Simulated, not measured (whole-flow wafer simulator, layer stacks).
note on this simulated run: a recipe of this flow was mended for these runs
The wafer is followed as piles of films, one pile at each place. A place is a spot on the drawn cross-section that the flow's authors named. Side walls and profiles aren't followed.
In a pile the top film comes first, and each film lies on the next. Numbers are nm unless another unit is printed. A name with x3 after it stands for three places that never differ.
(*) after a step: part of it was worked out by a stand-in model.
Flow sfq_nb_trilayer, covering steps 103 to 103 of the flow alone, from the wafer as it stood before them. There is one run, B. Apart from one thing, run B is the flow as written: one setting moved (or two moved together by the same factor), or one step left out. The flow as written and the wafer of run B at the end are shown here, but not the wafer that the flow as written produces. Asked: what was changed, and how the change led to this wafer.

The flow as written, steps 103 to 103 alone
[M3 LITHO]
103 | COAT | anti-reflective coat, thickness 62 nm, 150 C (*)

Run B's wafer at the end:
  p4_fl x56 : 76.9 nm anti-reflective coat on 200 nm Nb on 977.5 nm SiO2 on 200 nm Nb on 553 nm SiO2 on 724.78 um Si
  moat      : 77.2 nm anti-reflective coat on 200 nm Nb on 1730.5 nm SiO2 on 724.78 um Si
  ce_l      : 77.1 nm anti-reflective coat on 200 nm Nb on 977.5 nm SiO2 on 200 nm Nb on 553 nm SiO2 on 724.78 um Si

The reason: step 103, COAT: thickness 76.9 nm was run, though the flow has thickness 62 nm.
The wafer lets one read it off: p4_fl x56 has anti-reflective coat 76.9, and step 103 as written asks for 62 nm.

The path from the change to this, step by step:
  103 | COAT | anti-reflective coat, thickness 62 nm, 150 C (*)
      p4_fl x56, wl_j_sl x15, wl_d_m1, l0r_line_l x3, m0r_space_l x2: +76.9 anti-reflective coat (new film) (it would be, as written: +62 anti-reflective coat (new film))
      moat, field_r, lsp_l and 6 more: +77.2 anti-reflective coat (new film) (it would be, as written: +62.3 anti-reflective coat (new film))
      (as well as at 20 more places)
